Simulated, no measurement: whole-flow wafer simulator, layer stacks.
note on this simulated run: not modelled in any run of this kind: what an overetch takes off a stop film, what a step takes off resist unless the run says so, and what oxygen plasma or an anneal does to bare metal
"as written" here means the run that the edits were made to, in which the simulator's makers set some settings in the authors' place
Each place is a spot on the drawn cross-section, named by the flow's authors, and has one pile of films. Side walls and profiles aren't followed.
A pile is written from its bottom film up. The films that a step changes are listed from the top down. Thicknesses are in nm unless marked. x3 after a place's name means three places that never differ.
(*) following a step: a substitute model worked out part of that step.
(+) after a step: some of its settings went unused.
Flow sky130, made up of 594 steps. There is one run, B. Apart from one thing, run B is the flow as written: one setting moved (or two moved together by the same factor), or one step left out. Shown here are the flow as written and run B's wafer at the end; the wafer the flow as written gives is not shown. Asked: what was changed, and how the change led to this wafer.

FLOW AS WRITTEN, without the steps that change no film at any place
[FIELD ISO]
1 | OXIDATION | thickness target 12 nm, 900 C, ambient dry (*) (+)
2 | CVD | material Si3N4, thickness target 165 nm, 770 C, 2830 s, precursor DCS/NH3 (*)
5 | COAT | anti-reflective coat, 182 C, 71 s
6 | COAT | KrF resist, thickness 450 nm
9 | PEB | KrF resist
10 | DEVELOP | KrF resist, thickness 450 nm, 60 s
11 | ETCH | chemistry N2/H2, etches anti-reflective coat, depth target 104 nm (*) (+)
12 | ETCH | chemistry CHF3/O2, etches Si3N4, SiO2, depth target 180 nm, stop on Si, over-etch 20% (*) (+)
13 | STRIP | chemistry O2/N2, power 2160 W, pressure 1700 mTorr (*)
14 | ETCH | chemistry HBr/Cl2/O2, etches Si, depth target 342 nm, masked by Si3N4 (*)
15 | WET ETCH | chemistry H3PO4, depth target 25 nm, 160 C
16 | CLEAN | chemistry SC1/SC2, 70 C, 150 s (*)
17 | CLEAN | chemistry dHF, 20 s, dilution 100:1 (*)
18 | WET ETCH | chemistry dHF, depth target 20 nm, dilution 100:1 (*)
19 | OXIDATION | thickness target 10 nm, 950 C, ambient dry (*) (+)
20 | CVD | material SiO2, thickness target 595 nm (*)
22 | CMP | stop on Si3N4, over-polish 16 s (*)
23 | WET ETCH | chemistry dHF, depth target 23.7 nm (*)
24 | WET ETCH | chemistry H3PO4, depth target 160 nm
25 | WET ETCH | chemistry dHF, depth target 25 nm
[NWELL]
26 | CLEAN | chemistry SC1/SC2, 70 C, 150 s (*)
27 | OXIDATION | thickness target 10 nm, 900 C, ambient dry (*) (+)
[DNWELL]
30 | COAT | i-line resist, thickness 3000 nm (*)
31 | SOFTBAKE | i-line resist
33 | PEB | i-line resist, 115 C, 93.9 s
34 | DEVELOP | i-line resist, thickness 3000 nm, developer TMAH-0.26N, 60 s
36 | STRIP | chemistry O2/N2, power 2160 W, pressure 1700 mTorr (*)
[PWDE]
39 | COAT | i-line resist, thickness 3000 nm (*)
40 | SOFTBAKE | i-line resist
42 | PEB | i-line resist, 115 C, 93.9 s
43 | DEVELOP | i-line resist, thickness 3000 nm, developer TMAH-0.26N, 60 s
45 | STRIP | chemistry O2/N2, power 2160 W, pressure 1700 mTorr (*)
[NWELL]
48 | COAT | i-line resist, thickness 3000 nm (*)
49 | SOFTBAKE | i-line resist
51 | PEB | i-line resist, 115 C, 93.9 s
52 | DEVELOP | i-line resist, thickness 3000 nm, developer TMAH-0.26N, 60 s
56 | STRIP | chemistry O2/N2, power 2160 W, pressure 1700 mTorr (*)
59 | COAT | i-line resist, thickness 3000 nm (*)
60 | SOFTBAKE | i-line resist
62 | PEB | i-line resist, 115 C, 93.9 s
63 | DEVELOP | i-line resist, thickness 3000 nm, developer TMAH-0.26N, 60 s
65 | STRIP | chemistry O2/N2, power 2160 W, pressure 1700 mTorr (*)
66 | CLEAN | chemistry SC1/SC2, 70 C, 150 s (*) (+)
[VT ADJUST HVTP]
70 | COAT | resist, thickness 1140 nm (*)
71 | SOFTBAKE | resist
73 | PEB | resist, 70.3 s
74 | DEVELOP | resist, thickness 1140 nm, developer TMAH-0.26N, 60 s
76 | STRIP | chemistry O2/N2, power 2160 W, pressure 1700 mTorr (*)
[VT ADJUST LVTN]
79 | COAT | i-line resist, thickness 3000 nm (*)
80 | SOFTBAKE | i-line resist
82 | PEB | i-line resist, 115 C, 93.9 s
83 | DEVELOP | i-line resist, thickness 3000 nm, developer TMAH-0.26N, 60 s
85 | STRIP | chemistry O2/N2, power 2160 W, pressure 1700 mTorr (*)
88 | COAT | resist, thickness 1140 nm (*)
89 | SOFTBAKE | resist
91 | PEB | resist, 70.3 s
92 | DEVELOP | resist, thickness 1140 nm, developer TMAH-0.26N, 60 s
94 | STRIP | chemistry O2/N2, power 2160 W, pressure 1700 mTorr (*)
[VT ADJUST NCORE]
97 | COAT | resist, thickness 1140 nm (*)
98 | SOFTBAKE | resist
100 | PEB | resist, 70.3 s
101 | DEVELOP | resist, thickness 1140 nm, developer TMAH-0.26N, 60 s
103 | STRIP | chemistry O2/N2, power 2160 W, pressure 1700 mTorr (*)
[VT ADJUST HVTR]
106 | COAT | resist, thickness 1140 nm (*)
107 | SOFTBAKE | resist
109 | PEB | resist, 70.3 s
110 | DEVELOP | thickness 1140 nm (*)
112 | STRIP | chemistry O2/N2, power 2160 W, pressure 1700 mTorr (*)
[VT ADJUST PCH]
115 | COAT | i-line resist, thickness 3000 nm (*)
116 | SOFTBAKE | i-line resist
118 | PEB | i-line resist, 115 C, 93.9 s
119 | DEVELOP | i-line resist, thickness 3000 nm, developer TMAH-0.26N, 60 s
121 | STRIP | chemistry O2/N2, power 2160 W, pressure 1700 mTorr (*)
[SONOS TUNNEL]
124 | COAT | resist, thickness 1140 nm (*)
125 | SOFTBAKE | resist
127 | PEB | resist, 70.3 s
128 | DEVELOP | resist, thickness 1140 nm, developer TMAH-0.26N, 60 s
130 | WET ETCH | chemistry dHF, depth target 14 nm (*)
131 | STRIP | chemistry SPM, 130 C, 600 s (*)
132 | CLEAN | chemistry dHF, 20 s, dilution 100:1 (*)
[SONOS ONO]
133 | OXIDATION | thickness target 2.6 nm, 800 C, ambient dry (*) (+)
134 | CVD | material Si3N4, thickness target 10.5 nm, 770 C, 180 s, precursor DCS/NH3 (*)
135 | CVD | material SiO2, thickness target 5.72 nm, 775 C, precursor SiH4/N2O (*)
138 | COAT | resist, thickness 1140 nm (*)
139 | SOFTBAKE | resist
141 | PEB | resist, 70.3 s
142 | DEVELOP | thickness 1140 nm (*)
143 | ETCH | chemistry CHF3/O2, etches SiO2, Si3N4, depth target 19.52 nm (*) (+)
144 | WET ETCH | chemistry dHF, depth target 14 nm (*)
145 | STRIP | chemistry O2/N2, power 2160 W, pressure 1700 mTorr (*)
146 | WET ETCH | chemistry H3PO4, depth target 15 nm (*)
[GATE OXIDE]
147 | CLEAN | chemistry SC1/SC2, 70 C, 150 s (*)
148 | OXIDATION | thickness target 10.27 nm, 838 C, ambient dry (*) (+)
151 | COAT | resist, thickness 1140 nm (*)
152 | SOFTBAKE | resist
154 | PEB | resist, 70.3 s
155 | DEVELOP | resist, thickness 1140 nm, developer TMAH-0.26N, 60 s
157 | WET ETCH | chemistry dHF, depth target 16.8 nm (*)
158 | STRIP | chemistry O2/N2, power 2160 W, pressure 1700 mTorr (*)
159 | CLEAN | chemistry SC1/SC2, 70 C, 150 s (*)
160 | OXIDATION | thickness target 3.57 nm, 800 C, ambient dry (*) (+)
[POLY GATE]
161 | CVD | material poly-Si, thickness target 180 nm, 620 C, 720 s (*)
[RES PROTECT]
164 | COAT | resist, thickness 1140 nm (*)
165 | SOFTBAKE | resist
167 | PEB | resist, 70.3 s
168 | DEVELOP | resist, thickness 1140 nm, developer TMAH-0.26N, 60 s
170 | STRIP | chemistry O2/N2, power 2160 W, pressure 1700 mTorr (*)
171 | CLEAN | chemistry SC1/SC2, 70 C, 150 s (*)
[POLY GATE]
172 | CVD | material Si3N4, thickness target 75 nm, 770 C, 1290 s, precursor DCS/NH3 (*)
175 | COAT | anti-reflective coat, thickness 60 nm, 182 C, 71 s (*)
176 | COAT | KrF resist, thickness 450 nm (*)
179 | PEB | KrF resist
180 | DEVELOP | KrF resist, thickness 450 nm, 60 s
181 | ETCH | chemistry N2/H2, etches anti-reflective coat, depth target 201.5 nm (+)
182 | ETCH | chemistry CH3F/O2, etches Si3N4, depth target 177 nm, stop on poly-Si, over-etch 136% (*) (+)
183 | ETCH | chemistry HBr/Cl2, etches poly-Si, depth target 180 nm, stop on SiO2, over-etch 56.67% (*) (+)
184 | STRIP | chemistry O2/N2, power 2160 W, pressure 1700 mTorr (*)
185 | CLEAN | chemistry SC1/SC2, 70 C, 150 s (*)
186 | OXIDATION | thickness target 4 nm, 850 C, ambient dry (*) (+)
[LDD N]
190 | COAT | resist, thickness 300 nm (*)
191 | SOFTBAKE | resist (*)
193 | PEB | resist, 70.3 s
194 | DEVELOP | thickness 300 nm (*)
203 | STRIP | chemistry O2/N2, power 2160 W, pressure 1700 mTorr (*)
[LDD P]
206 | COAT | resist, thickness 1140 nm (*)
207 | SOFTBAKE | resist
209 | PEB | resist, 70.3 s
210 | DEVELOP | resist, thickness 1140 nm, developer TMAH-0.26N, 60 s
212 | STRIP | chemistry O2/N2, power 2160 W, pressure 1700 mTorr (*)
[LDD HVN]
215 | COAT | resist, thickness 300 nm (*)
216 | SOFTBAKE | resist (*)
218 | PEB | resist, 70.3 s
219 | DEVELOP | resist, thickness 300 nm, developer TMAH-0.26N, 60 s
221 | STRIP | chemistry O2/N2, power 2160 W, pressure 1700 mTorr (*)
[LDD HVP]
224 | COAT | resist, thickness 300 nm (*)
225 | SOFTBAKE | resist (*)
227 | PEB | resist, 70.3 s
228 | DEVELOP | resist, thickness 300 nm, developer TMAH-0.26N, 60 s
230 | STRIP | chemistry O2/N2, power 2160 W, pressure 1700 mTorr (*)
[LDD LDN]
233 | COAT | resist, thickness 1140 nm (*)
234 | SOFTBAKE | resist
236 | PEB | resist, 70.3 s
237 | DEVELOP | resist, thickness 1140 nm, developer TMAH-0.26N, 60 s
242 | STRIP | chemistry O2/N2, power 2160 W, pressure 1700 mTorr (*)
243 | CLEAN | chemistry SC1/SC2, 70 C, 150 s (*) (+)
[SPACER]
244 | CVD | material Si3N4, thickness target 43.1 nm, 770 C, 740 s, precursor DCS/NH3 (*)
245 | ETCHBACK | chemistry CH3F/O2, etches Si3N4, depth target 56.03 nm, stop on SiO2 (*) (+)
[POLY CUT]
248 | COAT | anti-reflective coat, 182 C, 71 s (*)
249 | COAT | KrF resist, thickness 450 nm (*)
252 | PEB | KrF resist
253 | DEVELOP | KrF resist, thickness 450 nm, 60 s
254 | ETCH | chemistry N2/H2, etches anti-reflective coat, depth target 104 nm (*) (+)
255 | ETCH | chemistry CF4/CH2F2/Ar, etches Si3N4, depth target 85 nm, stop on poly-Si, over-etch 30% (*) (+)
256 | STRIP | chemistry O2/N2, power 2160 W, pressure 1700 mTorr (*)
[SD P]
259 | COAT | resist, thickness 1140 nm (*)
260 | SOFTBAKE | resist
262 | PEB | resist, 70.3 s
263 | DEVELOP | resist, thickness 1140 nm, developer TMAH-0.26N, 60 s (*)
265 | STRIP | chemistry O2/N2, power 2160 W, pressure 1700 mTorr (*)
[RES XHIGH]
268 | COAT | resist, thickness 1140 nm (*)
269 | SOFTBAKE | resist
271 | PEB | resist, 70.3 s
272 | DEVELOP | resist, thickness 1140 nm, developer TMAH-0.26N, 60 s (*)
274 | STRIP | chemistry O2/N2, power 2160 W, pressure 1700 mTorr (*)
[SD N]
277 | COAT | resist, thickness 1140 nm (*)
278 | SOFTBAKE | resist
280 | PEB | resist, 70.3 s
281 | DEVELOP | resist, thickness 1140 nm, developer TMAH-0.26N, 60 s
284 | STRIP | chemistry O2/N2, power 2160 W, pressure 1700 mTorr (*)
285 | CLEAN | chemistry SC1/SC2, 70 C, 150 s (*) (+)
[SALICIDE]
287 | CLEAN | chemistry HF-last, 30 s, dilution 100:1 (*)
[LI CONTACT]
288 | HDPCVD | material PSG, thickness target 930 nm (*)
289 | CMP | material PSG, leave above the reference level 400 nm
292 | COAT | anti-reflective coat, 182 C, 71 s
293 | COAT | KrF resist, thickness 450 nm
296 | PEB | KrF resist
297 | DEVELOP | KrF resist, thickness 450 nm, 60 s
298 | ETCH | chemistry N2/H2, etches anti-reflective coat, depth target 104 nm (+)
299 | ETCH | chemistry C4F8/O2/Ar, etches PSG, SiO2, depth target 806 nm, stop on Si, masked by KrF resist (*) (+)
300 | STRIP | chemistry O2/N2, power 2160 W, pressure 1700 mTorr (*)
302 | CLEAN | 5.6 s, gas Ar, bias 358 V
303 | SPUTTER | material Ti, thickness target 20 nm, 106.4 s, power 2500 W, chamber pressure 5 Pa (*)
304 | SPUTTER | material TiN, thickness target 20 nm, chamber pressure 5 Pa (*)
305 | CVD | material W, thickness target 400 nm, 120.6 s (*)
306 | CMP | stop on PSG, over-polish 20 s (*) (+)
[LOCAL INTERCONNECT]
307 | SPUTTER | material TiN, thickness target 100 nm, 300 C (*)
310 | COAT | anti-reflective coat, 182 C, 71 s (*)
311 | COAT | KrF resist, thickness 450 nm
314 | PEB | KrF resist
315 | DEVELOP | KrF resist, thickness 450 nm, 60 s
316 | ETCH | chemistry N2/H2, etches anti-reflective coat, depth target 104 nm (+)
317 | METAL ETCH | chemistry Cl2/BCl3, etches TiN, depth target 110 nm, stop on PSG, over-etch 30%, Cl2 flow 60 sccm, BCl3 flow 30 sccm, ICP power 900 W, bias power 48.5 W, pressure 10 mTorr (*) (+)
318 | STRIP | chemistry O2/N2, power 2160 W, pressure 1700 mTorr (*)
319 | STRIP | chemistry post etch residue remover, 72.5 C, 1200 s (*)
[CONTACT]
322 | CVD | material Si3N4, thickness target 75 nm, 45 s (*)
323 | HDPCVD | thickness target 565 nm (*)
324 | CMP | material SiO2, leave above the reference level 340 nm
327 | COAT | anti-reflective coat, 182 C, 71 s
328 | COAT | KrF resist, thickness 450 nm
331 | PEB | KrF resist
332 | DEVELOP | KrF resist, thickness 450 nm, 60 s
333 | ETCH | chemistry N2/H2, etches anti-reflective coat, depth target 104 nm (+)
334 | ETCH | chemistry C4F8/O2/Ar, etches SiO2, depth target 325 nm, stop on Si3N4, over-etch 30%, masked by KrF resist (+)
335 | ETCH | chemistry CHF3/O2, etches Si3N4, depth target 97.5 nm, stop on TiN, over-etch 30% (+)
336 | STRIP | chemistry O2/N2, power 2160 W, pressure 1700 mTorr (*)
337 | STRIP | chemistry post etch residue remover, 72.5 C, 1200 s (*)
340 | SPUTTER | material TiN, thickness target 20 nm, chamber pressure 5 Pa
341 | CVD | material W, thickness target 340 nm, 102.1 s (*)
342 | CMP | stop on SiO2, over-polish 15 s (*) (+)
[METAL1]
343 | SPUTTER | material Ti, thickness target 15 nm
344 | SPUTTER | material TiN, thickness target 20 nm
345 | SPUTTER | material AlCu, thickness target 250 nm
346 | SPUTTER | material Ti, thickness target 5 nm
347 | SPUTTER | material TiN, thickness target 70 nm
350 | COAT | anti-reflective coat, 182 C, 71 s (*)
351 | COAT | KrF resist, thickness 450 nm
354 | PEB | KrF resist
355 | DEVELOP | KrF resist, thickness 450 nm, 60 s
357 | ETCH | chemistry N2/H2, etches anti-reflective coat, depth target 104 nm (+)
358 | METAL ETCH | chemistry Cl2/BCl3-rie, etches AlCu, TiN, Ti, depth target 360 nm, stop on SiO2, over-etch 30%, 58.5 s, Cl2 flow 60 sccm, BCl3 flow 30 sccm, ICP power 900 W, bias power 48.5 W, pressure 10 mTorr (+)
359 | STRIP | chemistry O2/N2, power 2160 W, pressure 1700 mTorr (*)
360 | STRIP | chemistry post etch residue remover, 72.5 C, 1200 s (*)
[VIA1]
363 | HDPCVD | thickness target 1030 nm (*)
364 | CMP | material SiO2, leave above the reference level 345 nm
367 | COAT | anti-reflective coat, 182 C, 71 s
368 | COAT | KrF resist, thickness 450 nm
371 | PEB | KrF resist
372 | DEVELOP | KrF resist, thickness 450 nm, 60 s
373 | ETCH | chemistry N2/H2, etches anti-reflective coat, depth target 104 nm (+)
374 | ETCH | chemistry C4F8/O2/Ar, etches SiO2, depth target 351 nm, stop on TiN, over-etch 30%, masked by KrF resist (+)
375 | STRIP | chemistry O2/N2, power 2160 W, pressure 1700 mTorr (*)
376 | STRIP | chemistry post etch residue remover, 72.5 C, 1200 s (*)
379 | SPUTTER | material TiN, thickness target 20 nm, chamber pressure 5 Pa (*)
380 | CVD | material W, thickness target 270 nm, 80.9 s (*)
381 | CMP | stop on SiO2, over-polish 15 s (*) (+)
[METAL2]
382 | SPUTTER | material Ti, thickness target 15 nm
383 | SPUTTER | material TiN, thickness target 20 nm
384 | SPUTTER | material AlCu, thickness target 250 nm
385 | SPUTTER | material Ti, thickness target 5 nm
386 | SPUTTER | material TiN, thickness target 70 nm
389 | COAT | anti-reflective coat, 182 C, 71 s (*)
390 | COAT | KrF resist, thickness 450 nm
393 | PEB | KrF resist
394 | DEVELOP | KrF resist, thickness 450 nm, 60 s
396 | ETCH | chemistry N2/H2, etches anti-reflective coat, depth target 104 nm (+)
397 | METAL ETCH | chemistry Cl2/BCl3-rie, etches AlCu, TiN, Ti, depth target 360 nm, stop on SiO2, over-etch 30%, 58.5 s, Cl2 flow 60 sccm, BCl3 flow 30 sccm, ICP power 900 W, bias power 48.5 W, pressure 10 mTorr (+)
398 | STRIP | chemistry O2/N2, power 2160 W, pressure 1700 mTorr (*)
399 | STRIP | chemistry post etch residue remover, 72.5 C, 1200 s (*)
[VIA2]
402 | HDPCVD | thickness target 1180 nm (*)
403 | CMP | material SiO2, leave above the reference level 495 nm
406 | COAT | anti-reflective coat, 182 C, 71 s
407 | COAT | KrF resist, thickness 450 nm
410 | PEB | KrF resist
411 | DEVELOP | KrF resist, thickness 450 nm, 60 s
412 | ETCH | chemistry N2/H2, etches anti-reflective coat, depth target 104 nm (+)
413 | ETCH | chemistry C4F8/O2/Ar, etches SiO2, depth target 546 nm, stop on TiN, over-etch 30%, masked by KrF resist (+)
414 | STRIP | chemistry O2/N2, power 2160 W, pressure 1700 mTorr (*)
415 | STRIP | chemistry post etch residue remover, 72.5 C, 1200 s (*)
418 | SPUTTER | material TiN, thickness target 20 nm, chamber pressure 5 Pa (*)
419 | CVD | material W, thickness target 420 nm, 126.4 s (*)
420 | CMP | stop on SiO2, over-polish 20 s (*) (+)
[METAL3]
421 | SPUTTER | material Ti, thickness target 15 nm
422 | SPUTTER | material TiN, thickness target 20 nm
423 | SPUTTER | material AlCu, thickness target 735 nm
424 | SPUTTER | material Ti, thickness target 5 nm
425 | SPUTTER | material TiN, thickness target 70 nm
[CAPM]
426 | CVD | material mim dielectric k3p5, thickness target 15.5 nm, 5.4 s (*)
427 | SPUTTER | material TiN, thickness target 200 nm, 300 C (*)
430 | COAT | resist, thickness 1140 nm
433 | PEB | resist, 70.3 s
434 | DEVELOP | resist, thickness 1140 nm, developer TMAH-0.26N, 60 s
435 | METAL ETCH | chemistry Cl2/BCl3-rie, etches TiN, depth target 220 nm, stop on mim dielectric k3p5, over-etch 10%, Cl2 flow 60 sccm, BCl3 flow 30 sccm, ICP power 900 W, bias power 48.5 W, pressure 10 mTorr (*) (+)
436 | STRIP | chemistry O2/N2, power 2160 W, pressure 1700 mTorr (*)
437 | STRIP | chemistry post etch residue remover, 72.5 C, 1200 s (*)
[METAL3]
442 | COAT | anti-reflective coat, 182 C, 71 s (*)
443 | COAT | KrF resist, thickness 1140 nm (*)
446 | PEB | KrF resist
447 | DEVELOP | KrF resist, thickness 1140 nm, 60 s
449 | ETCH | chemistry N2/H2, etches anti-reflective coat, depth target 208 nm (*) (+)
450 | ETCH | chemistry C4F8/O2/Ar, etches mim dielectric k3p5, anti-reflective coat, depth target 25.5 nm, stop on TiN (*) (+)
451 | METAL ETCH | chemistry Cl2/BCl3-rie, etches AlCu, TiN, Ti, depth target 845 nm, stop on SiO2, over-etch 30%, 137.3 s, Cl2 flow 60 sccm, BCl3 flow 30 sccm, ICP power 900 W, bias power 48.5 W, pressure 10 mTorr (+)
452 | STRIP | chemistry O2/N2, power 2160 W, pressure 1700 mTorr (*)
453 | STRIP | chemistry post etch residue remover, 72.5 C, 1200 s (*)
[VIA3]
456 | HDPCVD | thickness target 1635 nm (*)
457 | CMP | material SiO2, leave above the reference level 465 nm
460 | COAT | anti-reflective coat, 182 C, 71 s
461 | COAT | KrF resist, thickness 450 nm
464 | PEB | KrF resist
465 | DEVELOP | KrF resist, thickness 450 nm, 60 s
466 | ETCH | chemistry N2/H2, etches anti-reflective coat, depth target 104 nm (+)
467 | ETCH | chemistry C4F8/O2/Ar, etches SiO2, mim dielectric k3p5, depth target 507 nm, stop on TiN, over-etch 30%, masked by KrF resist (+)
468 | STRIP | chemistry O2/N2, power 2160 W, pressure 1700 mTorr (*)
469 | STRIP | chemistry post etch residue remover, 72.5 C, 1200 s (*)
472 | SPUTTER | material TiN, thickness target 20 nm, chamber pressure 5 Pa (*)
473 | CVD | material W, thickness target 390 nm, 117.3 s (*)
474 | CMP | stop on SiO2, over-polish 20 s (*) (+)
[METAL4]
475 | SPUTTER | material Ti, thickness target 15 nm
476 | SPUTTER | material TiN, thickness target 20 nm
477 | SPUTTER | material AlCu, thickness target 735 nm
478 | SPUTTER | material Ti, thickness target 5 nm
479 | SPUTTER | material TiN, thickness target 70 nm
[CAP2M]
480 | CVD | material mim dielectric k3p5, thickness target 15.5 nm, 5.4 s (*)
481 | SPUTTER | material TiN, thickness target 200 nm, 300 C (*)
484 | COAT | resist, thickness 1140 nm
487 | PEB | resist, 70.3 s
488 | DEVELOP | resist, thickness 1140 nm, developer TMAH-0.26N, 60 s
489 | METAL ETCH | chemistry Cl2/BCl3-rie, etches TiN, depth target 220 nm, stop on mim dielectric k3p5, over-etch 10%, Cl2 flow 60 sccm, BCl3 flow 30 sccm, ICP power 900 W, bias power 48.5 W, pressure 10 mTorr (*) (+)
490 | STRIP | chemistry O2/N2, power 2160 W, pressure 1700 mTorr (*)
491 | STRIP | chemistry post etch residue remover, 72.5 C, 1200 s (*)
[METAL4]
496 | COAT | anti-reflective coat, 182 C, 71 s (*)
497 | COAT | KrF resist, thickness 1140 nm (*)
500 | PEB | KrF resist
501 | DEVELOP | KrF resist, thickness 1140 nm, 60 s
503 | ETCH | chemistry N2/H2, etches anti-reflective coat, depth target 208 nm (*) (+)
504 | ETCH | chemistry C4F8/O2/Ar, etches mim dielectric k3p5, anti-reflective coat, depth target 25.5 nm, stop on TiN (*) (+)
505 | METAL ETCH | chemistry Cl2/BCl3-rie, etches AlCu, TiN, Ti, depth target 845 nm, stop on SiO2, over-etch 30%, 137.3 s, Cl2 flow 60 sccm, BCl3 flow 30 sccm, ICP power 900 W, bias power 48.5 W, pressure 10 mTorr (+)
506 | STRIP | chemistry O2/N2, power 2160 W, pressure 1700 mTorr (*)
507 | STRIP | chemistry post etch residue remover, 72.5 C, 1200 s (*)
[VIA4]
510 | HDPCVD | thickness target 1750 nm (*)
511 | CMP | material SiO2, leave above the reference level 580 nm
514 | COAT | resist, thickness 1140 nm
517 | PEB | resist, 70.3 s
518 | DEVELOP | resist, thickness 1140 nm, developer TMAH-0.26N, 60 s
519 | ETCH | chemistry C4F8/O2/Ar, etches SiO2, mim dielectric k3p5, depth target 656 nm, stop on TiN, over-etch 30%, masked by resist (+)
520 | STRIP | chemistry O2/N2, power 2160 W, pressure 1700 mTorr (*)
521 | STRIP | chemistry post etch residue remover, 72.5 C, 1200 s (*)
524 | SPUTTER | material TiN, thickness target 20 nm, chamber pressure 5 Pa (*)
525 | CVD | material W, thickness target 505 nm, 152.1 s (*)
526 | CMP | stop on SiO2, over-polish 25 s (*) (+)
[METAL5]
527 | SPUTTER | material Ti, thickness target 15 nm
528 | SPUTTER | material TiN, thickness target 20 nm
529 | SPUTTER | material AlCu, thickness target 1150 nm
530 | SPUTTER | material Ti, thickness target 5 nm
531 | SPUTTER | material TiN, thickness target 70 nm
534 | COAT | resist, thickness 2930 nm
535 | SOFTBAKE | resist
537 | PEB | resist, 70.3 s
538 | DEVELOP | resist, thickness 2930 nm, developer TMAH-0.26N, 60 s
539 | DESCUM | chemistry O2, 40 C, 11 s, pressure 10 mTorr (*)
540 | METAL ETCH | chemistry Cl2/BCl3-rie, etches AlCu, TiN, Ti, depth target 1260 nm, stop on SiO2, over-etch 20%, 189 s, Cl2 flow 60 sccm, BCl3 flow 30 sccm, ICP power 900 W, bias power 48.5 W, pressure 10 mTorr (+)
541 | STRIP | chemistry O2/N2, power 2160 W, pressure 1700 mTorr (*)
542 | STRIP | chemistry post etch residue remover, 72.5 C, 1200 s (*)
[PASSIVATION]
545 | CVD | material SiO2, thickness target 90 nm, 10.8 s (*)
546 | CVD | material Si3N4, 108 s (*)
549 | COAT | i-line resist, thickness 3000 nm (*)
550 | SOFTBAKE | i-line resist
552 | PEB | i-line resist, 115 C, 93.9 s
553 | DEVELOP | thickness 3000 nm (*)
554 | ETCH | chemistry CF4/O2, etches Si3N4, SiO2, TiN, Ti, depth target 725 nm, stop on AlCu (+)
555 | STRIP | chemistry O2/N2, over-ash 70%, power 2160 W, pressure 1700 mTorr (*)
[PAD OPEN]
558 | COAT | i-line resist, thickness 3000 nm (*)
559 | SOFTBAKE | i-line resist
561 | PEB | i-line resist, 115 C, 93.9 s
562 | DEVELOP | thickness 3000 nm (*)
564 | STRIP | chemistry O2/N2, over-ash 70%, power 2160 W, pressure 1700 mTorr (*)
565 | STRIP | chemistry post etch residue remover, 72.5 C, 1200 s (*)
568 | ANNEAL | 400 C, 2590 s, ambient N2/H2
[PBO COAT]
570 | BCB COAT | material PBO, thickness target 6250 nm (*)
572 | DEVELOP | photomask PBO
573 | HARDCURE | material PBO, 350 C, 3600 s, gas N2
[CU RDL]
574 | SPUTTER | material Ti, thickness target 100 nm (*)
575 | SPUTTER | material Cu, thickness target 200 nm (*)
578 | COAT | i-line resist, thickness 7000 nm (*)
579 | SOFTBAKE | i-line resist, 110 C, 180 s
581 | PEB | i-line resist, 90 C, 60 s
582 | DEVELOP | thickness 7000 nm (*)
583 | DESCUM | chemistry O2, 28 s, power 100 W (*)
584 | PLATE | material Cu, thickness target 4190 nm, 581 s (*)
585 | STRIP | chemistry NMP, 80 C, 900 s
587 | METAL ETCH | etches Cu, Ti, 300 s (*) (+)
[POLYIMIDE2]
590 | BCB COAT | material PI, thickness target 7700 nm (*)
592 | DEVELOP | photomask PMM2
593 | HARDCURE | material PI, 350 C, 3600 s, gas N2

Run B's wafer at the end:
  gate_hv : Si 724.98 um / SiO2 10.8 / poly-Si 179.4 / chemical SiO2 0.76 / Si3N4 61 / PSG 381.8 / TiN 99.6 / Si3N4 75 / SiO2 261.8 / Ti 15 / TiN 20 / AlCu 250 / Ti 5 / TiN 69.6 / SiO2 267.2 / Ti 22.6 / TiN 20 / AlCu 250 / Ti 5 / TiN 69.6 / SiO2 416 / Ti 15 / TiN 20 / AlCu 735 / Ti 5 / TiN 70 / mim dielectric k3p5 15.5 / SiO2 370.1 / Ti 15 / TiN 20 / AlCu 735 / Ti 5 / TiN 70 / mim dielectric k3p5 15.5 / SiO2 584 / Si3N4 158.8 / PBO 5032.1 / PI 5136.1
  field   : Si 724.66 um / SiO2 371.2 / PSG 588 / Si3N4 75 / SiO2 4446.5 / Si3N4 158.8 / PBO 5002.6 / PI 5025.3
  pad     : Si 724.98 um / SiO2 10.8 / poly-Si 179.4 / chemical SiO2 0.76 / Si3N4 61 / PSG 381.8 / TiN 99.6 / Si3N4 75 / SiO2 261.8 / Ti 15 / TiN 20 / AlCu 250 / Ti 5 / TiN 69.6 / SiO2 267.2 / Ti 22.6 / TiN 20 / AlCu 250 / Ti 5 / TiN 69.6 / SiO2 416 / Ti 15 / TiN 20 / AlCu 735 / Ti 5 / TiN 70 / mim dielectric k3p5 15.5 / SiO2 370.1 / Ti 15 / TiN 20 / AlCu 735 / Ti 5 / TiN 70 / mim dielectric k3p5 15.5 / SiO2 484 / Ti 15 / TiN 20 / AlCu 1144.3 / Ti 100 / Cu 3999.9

What caused this: step 382, SPUTTER: thickness target 22.6 nm was run, though the flow has thickness target 15 nm.
The wafer itself shows it: gate_hv has Ti 22.6, and step 382 as written asks for 15 nm.

The path from the change to this, step by step:
  382 | SPUTTER | material Ti, thickness target 15 nm
      field, active, n_well and 188 more: +22.6 Ti (new film) (as written it would have been: +15 Ti (new film))
  397 | METAL ETCH | chemistry Cl2/BCl3-rie, etches AlCu, TiN, Ti, depth target 360 nm, stop on SiO2, over-etch 30%, 58.5 s, Cl2 flow 60 sccm, BCl3 flow 30 sccm, ICP power 900 W, bias power 48.5 W, pressure 10 mTorr (+)
      field, active, gate and 82 more: -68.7 TiN (all of it), -5 Ti (all of it), -250 AlCu (all of it), -20 TiN (all of it), -22.6 Ti (all of it), -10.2 SiO2 (as written it would have been: -68.7 TiN (all of it), -5 Ti (all of it), -250 AlCu (all of it), -20 TiN (all of it), -15 Ti (all of it), -10.9 SiO2)
